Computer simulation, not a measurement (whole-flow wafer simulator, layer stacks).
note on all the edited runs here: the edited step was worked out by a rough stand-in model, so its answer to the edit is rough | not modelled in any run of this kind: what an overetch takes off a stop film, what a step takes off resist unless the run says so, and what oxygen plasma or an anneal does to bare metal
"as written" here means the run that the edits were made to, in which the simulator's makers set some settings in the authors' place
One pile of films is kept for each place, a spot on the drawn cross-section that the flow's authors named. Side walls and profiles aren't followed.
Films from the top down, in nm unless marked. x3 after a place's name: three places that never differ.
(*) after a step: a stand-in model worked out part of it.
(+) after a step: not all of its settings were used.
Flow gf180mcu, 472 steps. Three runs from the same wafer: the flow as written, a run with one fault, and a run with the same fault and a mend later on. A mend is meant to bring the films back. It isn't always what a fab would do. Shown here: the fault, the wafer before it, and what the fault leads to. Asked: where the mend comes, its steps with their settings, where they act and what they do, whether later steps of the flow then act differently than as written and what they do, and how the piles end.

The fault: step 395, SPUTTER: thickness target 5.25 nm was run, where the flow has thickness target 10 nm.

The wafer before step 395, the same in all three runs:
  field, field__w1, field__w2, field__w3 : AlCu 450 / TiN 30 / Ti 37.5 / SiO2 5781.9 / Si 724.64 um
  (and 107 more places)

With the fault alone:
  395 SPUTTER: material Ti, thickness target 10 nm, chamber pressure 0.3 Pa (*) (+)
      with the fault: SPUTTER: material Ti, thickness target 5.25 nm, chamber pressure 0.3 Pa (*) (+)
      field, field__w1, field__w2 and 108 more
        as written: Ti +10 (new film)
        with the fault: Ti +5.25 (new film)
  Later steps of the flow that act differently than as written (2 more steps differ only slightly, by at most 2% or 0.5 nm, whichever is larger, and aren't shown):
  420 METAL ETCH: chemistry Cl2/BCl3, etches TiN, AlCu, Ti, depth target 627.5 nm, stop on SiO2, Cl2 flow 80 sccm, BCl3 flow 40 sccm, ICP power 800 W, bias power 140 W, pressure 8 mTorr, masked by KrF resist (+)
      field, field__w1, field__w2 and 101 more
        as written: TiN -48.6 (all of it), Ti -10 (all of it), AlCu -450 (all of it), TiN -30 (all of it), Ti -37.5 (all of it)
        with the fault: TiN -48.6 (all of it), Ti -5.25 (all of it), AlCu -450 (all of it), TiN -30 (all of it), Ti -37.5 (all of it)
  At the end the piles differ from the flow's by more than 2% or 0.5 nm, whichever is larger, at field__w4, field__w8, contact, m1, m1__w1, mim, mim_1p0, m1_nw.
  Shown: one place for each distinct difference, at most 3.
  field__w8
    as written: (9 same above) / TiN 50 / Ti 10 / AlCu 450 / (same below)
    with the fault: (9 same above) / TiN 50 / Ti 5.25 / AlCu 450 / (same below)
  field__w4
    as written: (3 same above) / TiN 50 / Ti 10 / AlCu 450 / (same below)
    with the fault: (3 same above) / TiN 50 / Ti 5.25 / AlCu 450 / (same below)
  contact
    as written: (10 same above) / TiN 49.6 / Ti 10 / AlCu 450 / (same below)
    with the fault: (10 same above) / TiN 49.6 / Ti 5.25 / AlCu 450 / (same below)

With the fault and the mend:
  The mend comes after step 395.
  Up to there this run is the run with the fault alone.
  395a SPUTTER: material Ti, thickness target 4.75 nm, chamber pressure 0.3 Pa (*) (+) (the flow's step 395 once more, with other settings)
      field, field__w1, field__w2 and 108 more
        Ti +4.75
  No later step of the flow acts differently than as written at any place that is followed.
  At the end the piles are the same as the flow's at every place that both follow.
